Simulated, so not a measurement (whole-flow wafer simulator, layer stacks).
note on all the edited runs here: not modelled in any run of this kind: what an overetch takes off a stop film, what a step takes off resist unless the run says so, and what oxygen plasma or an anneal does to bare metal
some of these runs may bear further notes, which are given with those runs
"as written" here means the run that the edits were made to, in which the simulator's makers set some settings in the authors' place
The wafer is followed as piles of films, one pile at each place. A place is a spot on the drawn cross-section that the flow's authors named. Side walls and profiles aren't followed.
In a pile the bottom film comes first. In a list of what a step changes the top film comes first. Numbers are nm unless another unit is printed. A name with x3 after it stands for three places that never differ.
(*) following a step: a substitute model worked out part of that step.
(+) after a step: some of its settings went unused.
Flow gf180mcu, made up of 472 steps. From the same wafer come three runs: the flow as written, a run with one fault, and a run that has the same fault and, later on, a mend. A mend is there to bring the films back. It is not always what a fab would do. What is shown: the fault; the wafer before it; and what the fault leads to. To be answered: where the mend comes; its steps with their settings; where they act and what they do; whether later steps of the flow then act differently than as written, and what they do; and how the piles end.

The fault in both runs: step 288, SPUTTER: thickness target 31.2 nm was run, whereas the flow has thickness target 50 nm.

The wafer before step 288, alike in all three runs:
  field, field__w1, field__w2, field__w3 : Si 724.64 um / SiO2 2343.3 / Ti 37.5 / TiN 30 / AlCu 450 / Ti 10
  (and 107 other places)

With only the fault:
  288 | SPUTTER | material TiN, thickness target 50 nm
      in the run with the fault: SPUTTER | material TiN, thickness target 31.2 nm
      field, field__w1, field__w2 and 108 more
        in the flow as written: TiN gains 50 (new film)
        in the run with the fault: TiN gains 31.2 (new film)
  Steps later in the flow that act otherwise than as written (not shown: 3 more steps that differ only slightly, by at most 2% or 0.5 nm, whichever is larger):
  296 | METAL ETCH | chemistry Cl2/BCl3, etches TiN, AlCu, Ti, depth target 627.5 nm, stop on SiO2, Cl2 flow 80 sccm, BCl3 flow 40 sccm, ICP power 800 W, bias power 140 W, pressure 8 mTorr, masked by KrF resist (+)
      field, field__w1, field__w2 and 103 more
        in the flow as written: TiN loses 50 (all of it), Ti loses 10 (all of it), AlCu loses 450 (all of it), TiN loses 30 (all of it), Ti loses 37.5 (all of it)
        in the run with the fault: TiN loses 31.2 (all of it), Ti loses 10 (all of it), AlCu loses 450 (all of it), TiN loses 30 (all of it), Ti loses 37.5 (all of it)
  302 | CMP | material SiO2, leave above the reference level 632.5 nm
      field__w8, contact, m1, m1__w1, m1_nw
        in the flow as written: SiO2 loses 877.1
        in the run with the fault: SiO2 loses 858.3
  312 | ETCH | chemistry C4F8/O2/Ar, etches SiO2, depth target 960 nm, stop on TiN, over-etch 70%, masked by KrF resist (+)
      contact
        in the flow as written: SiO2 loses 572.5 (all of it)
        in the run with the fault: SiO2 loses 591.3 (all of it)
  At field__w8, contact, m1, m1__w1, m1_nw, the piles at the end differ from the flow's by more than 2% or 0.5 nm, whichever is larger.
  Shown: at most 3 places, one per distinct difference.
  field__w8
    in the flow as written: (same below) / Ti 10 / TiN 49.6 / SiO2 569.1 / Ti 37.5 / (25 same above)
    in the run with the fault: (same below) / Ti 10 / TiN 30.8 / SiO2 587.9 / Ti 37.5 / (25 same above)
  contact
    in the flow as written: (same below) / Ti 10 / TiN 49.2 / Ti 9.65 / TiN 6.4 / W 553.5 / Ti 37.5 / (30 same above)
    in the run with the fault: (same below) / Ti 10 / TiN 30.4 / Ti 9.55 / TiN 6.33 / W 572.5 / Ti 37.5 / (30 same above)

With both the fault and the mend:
  The mend follows step 295.
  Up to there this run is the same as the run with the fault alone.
  295a | STRIP | chemistry O2/N2, power 2160 W, pressure 1700 mTorr (*)
      field__w8, contact, m1, m1__w1, m1_nw
        KrF resist loses 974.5 (all of it)
  295b | SPUTTER | material TiN, thickness target 18.8 nm (the flow's step 288, run once more with other settings)
      field, field__w1, field__w2 and 108 more
        TiN gains 18.8
  295c | HMDS | 120 C, 60 s (the flow's step 290, run once more)
      does not change any film at any place that is followed
  295d | COAT | KrF resist, thickness 1000 nm (the flow's step 291, run once more)
      field, field__w1, field__w2 and 108 more
        KrF resist gains 1000 (new film)
  295e | SOFTBAKE | KrF resist (the flow's step 292, run once more)
      does not change any film at any place that is followed
  295f | EXPOSE | photomask Metal2 (the flow's step 293, run once more)
      does not change any film at any place that is followed
  295g | PEB | KrF resist, 135 C, 90 s (the flow's step 294, run once more)
      field, field__w1, field__w2 and 108 more
        KrF resist loses 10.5
  295h | DEVELOP | thickness 1000 nm, 60 s (the flow's step 295, run once more)
      field, field__w1, field__w2 and 103 more
        KrF resist loses 989.5 (all of it)
      field__w8, contact, m1, m1__w1, m1_nw
        KrF resist loses 14.9
  Every later step of the flow that is run acts as written at every place that is followed.
  The piles end the same as the flow's at every place that both follow.
